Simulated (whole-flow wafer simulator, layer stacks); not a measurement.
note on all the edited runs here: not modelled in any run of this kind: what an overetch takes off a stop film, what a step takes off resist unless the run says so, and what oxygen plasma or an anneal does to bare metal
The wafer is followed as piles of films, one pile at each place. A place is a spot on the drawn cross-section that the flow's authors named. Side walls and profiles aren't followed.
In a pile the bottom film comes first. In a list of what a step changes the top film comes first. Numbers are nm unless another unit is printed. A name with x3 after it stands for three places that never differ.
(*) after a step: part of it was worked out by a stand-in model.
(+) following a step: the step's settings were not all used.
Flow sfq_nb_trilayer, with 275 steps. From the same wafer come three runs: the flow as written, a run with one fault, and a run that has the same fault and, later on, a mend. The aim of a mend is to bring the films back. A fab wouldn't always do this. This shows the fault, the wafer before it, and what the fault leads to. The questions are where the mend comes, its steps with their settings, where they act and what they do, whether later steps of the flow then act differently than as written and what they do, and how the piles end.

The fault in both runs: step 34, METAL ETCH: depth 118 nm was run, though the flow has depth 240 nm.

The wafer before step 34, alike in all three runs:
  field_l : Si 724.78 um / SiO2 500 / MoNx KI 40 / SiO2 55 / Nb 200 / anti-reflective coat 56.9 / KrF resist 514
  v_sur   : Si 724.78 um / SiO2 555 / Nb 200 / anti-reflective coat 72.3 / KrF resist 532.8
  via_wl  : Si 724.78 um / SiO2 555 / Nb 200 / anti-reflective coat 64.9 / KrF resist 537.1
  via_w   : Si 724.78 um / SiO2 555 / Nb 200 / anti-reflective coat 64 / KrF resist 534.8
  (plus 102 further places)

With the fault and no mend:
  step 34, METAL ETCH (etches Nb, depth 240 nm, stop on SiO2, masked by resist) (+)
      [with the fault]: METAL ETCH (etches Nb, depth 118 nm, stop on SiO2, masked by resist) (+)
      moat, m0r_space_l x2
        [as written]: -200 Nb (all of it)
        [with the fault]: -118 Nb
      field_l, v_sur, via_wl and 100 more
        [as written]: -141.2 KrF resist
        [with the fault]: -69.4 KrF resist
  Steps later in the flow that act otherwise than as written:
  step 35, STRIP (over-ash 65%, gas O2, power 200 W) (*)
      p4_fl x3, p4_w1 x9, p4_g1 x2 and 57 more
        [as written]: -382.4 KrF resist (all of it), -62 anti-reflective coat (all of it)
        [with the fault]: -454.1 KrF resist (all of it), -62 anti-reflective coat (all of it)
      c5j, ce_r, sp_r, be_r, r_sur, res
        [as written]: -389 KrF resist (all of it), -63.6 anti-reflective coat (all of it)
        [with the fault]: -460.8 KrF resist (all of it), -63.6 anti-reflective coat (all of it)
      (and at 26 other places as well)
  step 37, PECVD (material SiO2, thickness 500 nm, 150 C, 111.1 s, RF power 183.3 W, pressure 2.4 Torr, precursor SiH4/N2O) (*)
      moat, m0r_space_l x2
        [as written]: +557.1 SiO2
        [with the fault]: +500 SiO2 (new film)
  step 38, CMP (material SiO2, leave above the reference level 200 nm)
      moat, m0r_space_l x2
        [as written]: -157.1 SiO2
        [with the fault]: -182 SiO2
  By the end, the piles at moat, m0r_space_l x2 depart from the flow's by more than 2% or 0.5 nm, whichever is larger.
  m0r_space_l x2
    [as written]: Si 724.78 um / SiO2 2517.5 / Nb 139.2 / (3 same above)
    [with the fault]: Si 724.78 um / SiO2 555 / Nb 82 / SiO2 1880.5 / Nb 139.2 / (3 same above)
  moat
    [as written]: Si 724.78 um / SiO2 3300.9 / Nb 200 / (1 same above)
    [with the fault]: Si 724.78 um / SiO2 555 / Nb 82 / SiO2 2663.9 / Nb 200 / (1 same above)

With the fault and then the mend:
  The mend stands after step 34.
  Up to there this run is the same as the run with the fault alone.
  step 34a, METAL ETCH (etches Nb, depth 122 nm, stop on SiO2, masked by resist) (+) (a further turn of the flow's step 34, with different settings)
      field_l, v_sur, via_wl and 100 more
        -71.8 KrF resist
      moat, m0r_space_l x2
        -82 Nb (all of it)
  None of the later steps of the flow acts differently than as written at any place that is followed.
  At every place that both follow, the piles at the end match the flow's.
